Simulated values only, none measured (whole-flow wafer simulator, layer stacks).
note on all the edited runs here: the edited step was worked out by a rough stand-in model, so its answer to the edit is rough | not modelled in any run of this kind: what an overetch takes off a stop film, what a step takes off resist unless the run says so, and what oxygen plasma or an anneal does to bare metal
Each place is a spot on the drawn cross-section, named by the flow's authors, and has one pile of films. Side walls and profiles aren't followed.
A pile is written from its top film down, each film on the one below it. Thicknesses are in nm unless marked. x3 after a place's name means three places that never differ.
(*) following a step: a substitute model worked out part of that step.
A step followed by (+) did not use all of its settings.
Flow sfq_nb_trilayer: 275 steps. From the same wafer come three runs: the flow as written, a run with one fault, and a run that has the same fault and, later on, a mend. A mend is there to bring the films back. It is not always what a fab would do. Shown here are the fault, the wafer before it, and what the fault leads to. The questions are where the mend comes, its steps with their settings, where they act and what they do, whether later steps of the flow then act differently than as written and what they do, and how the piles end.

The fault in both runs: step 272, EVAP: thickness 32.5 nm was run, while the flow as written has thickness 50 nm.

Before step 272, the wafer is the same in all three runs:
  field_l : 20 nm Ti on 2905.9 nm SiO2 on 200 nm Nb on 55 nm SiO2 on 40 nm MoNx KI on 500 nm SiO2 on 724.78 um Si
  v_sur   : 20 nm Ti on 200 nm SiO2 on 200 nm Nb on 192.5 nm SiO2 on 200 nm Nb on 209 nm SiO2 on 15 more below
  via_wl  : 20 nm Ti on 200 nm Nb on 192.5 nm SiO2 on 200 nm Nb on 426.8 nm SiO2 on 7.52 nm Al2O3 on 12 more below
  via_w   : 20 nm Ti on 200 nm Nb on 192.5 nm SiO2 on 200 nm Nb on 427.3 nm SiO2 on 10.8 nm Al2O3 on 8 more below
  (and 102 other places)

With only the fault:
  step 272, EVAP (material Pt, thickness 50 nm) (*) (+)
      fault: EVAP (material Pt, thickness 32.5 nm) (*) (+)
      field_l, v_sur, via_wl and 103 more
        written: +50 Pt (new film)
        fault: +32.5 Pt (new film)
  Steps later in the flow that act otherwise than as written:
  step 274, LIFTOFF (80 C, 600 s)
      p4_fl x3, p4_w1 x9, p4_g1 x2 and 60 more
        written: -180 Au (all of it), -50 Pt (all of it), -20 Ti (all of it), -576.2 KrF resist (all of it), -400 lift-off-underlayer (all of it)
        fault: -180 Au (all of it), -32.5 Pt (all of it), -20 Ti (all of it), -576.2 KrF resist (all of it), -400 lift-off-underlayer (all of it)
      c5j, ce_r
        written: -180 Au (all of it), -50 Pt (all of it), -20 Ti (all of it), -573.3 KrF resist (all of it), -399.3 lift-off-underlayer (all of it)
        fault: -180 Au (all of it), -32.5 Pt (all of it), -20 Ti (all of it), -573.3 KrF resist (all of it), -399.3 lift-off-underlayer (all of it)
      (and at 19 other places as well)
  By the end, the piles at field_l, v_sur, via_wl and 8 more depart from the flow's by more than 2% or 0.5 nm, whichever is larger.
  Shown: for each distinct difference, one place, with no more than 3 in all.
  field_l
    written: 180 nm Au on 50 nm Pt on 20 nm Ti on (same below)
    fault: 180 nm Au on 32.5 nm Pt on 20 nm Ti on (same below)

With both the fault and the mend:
  After step 272 comes the mend.
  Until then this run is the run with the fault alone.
  step 272a, EVAP (material Pt, thickness 17.5 nm) (*) (+) (the flow's step 272, run once more with other settings)
      field_l, v_sur, via_wl and 103 more
        +17.5 Pt
  Later steps of the flow that are run all act as written at every place that is followed.
  By the end, the piles equal the flow's at every place that both follow.
